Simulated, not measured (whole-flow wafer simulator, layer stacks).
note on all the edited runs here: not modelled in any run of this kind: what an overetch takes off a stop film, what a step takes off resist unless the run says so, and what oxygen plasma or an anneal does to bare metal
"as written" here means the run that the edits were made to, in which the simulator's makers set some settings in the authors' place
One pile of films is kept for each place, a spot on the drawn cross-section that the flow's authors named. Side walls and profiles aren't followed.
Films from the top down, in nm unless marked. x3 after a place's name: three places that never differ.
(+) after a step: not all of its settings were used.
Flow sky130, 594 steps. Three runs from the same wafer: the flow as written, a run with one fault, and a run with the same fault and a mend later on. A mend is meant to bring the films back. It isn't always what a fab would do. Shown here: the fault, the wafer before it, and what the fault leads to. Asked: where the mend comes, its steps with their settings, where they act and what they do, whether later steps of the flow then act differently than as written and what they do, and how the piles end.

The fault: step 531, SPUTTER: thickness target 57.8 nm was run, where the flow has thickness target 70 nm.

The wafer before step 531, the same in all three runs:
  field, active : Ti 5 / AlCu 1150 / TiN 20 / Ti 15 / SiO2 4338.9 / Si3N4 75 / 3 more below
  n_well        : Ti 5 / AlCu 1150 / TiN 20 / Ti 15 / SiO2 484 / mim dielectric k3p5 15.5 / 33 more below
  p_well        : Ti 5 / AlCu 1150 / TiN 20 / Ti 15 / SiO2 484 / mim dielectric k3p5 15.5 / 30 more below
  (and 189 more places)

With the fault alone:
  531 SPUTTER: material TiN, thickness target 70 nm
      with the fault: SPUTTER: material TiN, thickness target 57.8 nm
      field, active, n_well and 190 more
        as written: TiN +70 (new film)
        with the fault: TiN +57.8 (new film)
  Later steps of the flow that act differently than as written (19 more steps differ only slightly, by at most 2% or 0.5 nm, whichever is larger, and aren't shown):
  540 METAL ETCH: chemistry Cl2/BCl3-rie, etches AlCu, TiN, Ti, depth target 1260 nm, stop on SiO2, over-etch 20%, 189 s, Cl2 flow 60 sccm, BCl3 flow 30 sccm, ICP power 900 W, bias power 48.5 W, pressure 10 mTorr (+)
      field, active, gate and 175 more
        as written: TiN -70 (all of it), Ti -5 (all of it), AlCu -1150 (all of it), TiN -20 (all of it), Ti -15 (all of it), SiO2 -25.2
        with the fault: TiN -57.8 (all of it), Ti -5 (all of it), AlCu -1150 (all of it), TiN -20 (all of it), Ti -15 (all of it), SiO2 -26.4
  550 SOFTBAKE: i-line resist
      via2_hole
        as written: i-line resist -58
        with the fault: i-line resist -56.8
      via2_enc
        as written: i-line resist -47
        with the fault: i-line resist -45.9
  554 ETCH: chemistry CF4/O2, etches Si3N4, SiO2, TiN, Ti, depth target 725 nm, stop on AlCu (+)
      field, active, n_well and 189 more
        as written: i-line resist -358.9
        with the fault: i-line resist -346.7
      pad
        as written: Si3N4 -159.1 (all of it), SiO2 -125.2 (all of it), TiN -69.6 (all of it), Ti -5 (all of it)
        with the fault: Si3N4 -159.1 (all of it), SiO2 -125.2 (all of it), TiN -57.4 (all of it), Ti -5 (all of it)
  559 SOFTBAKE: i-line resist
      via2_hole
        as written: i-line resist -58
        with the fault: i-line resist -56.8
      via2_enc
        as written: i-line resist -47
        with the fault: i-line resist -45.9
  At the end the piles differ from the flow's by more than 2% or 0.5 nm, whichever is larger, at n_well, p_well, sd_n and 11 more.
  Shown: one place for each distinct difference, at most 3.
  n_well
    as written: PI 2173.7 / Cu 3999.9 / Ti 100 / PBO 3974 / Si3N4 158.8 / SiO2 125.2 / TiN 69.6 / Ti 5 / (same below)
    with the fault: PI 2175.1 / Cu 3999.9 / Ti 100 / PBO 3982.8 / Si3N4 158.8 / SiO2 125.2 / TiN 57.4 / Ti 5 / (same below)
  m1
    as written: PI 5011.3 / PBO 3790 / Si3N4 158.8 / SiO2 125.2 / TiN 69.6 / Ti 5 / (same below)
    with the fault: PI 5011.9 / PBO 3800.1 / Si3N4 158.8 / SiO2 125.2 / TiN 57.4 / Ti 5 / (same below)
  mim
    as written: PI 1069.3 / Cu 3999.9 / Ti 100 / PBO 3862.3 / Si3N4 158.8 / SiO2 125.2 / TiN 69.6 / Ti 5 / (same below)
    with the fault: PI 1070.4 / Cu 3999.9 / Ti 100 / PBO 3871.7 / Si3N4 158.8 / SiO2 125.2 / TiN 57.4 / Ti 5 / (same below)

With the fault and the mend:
  The mend comes after step 531.
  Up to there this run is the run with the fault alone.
  531a SPUTTER: material TiN, thickness target 12.2 nm (the flow's step 531 once more, with other settings)
      field, active, n_well and 190 more
        TiN +12.2
  No later step of the flow acts differently than as written at any place that is followed.
  At the end the piles are the same as the flow's at every place that both follow.
